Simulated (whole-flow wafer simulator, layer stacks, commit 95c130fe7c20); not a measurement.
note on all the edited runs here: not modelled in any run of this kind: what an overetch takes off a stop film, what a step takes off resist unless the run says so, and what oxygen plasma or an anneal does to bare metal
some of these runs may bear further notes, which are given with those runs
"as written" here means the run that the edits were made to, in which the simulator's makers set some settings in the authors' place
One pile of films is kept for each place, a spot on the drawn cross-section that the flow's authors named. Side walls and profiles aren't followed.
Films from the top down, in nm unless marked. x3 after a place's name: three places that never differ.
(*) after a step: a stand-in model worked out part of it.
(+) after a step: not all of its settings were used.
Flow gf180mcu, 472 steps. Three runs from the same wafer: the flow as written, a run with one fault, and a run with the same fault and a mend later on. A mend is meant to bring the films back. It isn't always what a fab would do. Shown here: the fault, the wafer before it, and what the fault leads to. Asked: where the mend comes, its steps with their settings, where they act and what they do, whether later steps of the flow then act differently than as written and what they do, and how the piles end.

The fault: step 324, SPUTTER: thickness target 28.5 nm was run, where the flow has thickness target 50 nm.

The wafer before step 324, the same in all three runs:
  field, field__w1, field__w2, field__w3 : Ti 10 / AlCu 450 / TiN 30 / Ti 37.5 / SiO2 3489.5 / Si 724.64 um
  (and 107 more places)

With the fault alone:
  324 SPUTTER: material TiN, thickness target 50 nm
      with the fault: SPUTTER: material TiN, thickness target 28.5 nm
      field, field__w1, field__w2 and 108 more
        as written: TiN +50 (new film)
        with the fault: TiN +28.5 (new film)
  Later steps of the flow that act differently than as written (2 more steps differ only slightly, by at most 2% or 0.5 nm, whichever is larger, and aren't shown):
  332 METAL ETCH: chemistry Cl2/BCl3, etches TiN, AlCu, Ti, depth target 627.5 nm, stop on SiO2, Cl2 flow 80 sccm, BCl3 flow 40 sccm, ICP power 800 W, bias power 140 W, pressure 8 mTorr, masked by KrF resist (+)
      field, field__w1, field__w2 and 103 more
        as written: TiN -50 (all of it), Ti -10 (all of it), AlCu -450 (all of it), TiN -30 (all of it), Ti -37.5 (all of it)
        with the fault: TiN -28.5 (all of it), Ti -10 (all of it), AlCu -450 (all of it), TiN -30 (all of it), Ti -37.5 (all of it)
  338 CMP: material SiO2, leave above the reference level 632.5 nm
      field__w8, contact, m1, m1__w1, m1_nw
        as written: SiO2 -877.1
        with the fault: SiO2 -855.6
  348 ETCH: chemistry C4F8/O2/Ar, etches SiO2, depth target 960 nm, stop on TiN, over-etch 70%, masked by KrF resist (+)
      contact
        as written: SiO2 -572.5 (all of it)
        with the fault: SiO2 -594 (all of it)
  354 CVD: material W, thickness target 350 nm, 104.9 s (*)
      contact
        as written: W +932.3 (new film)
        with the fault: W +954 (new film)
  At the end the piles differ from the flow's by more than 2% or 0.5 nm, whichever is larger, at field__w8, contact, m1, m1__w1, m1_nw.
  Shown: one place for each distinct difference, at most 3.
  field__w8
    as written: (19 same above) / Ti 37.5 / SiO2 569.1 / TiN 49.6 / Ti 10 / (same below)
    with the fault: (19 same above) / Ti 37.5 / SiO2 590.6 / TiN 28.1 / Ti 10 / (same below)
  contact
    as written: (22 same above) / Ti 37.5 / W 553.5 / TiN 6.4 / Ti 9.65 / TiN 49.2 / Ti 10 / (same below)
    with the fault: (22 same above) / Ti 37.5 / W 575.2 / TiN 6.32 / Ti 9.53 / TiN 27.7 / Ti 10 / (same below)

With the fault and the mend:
  The mend comes after step 331.
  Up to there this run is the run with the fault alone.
  331a STRIP: chemistry O2/N2, power 2160 W, pressure 1700 mTorr (*)
      field__w8, contact, m1, m1__w1, m1_nw
        KrF resist -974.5 (all of it)
  331b SPUTTER: material TiN, thickness target 21.5 nm (the flow's step 324 once more, with other settings)
      field, field__w1, field__w2 and 108 more
        TiN +21.5
  331c HMDS: 120 C, 60 s (the flow's step 326 once more)
      changes no film at any place that is followed
  331d COAT: KrF resist, thickness 1000 nm (the flow's step 327 once more)
      field, field__w1, field__w2 and 108 more
        KrF resist +1000 (new film)
  331e SOFTBAKE: KrF resist (the flow's step 328 once more)
      changes no film at any place that is followed
  331f EXPOSE: photomask Metal3 (the flow's step 329 once more)
      changes no film at any place that is followed
  331g PEB: KrF resist, 135 C, 90 s (the flow's step 330 once more)
      field, field__w1, field__w2 and 108 more
        KrF resist -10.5
  331h DEVELOP: thickness 1000 nm, 60 s (the flow's step 331 once more)
      field, field__w1, field__w2 and 103 more
        KrF resist -989.5 (all of it)
      field__w8, contact, m1, m1__w1, m1_nw
        KrF resist -14.9
  No later step of the flow acts differently than as written at any place that is followed.
  At the end the piles are the same as the flow's at every place that both follow.
